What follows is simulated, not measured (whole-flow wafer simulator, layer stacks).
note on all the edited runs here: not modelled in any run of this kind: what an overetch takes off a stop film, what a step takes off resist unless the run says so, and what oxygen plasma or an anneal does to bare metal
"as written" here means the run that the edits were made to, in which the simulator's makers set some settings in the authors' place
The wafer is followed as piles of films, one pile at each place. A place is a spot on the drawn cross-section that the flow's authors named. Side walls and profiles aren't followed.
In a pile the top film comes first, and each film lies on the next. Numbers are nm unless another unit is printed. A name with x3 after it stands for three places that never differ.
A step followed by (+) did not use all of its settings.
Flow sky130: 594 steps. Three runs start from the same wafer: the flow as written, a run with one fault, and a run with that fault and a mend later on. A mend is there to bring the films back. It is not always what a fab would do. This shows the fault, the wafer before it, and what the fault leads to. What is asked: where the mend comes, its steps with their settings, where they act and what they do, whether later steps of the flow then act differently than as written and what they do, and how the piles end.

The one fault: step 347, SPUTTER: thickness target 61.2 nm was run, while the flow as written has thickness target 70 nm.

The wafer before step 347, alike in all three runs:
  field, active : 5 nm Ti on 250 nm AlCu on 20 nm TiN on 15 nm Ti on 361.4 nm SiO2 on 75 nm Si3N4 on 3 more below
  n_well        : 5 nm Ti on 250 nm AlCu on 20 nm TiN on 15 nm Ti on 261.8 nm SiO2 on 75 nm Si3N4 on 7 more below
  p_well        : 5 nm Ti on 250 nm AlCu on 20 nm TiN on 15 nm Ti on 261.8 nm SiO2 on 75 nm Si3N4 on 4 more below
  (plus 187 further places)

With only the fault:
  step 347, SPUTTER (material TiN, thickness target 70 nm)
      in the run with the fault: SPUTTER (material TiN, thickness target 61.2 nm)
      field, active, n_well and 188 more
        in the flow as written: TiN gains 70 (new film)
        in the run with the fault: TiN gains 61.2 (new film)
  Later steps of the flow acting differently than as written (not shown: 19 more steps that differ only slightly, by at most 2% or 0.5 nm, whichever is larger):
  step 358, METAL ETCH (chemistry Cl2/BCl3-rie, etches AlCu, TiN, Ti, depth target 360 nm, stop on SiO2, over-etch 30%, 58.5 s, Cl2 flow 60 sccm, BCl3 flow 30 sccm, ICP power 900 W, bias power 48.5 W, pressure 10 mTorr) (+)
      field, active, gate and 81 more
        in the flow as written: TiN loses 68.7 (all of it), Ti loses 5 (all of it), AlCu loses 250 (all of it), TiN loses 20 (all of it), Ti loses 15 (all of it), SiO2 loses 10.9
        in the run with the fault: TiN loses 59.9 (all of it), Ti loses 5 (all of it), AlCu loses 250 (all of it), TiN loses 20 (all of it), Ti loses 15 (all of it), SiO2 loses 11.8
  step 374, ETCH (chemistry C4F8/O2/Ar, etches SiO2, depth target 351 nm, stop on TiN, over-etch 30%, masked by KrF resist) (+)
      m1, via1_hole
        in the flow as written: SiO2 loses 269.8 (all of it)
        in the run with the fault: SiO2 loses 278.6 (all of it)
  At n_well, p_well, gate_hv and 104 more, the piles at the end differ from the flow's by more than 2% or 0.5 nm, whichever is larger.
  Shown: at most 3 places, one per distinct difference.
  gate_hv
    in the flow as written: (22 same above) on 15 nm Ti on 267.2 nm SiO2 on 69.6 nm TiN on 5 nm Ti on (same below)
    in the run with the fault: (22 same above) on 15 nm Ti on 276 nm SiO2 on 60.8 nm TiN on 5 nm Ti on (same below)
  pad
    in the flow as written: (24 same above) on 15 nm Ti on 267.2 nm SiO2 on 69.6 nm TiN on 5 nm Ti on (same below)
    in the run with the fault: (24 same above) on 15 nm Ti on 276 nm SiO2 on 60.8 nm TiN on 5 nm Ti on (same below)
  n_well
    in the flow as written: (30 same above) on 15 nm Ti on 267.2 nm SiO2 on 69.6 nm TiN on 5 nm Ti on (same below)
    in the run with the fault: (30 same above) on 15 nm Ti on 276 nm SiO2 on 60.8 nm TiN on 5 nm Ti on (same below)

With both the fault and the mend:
  The mend stands after step 347.
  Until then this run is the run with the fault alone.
  step 347a, SPUTTER (material TiN, thickness target 8.8 nm) (a further turn of the flow's step 347, with different settings)
      field, active, n_well and 188 more
        TiN gains 8.8
  Every later step of the flow that is run acts as written at every place that is followed.
  By the end, the piles equal the flow's at every place that both follow.
